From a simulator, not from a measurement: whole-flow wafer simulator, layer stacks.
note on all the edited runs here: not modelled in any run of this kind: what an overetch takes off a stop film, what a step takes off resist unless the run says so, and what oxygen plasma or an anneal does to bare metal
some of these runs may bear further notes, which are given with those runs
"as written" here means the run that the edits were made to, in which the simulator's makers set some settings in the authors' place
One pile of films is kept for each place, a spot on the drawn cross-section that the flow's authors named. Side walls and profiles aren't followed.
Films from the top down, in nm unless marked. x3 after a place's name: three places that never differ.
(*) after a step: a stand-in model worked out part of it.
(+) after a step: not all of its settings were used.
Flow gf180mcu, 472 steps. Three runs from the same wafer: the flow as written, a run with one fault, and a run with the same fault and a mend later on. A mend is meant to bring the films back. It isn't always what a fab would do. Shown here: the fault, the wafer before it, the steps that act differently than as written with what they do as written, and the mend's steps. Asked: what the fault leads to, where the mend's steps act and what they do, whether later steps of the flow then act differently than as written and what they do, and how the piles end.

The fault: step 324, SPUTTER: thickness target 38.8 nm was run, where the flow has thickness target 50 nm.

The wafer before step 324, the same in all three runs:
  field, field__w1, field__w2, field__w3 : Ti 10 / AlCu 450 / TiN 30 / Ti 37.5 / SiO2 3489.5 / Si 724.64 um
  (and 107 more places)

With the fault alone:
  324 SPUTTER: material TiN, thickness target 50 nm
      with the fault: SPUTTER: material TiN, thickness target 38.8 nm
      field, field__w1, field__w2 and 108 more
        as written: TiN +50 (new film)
        with the fault: TiN +38.8 (new film)
  Later steps of the flow that act differently than as written (5 more steps differ only slightly, by at most 2% or 0.5 nm, whichever is larger, and aren't shown):
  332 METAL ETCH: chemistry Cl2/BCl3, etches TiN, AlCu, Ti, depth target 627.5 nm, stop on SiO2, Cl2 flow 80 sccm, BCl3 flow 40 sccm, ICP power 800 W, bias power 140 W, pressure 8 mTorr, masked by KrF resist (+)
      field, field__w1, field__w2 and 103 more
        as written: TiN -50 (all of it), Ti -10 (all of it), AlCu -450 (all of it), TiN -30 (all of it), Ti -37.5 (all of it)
        with the fault: TiN -38.8 (all of it), Ti -10 (all of it), AlCu -450 (all of it), TiN -30 (all of it), Ti -37.5 (all of it)
  At the end the piles differ from the flow's by more than 2% or 0.5 nm, whichever is larger, at field__w8, contact, m1, m1__w1, m1_nw.
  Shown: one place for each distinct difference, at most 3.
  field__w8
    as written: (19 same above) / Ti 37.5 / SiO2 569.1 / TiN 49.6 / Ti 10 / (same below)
    with the fault: (19 same above) / Ti 37.5 / SiO2 580.3 / TiN 38.4 / Ti 10 / (same below)
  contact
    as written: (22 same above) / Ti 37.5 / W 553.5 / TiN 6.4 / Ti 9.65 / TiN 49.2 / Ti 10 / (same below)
    with the fault: (22 same above) / Ti 37.5 / W 564.8 / TiN 6.36 / Ti 9.59 / TiN 38 / Ti 10 / (same below)

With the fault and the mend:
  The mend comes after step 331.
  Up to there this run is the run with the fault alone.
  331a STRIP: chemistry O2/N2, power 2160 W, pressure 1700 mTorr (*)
      field__w8, contact, m1, m1__w1, m1_nw
        KrF resist -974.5 (all of it)
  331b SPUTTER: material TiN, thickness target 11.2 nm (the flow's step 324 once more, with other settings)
      field, field__w1, field__w2 and 108 more
        TiN +11.2
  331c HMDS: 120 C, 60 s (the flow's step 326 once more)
      changes no film at any place that is followed
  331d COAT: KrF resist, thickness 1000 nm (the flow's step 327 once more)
      field, field__w1, field__w2 and 108 more
        KrF resist +1000 (new film)
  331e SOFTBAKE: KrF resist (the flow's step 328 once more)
      changes no film at any place that is followed
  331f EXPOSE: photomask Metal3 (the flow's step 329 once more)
      changes no film at any place that is followed
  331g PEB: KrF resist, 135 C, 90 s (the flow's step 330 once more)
      field, field__w1, field__w2 and 108 more
        KrF resist -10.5
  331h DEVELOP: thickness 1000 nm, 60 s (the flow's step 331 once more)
      field, field__w1, field__w2 and 103 more
        KrF resist -989.5 (all of it)
      field__w8, contact, m1, m1__w1, m1_nw
        KrF resist -14.9
  No later step of the flow acts differently than as written at any place that is followed.
  At the end the piles are the same as the flow's at every place that both follow.
